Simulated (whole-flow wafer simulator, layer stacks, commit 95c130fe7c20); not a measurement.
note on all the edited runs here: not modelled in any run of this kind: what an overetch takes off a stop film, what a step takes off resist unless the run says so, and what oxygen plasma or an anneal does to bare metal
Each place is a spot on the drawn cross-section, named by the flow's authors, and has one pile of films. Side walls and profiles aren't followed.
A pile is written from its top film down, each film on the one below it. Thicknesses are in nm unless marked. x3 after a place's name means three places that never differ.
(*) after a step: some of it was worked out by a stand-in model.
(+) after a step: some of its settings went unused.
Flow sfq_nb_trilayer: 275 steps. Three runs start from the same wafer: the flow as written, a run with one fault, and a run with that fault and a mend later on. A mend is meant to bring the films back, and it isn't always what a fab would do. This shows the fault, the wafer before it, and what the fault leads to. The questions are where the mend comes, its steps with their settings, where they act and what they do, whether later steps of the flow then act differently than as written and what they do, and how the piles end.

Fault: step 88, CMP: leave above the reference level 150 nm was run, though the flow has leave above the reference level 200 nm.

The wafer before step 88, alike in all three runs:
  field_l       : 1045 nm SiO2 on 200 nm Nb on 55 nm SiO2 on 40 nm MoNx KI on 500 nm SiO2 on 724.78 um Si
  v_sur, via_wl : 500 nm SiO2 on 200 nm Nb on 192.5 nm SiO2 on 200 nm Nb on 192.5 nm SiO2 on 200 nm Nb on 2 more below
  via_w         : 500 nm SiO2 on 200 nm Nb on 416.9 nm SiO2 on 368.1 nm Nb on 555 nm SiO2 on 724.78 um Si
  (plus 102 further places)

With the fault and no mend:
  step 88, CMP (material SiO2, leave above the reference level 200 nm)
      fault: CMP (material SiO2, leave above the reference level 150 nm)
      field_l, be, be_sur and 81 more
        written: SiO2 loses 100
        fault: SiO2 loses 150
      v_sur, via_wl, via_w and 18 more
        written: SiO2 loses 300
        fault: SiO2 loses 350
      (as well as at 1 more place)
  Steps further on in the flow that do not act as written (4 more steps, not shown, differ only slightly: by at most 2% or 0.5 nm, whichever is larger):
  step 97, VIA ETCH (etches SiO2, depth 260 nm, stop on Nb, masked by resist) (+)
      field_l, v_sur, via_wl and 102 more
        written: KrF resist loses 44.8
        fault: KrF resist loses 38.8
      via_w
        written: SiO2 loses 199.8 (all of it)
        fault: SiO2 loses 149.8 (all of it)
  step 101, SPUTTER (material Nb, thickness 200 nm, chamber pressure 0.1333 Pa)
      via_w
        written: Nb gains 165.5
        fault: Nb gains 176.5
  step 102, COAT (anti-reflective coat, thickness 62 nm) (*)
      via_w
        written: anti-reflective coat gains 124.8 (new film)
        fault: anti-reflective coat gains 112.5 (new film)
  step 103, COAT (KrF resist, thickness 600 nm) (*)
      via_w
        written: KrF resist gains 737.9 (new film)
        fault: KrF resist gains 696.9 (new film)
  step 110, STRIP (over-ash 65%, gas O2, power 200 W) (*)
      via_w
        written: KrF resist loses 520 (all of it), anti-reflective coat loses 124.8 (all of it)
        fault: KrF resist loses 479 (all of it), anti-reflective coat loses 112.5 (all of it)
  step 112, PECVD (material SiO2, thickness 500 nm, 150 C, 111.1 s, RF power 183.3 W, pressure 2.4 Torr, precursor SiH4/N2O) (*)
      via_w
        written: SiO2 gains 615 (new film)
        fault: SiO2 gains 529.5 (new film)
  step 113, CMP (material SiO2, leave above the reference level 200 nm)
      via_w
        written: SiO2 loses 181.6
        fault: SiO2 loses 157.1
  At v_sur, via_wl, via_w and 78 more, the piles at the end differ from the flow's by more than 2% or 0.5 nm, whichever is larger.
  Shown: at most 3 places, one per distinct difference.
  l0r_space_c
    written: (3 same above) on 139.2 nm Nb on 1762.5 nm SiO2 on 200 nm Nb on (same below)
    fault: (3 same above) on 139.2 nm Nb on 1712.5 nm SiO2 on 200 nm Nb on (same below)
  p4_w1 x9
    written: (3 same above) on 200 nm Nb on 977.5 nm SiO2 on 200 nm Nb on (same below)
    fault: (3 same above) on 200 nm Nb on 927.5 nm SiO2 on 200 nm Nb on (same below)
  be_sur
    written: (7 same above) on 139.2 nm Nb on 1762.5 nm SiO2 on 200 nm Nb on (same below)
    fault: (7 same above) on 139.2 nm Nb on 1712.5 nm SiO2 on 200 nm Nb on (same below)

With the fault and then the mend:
  After step 95 comes the mend.
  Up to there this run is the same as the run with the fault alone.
  step 95a, STRIP (over-ash 65%, gas O2, power 200 W) (*)
      field_l, v_sur, via_wl and 102 more
        KrF resist loses 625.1 (all of it), anti-reflective coat loses 62 (all of it)
      via_w
        anti-reflective coat loses 62 (all of it)
  step 95b, PECVD (material SiO2, thickness 50 nm, 150 C, 11.11 s, RF power 183.3 W, pressure 2.4 Torr, precursor SiH4/N2O) (the flow's step 87 again, with other settings)
      field_l, v_sur, via_wl and 103 more
        SiO2 gains 50
  step 95c, COAT (anti-reflective coat, thickness 62 nm) (the flow's step 90 again)
      field_l, v_sur, via_wl and 103 more
        anti-reflective coat gains 62 (new film)
  step 95d, COAT (KrF resist, thickness 650 nm) (the flow's step 91 again)
      field_l, v_sur, via_wl and 103 more
        KrF resist gains 650 (new film)
  step 95e, SOFTBAKE (KrF resist) (the flow's step 92 again)
      leaves every film unchanged at each place that is followed
  step 95f, EXPOSE (photomask I2, dose 11.91 mJ/cm2, NA 0.6, wavelength 248 nm) (*) (the flow's step 93 again)
      leaves every film unchanged at each place that is followed
  step 95g, PEB (KrF resist, 90 s) (the flow's step 94 again)
      field_l, v_sur, via_wl and 103 more
        KrF resist loses 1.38
  step 95h, DEVELOP (KrF resist, thickness 650 nm, 60 s) (the flow's step 95 again)
      field_l, v_sur, via_wl and 102 more
        KrF resist loses 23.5
      via_w
        KrF resist loses 648.6 (all of it)
  Every later step of the flow that is run acts as written, at every place that is followed, to within 2% or 0.5 nm, whichever is larger.
  The piles end the same as the flow's at every place that both follow.
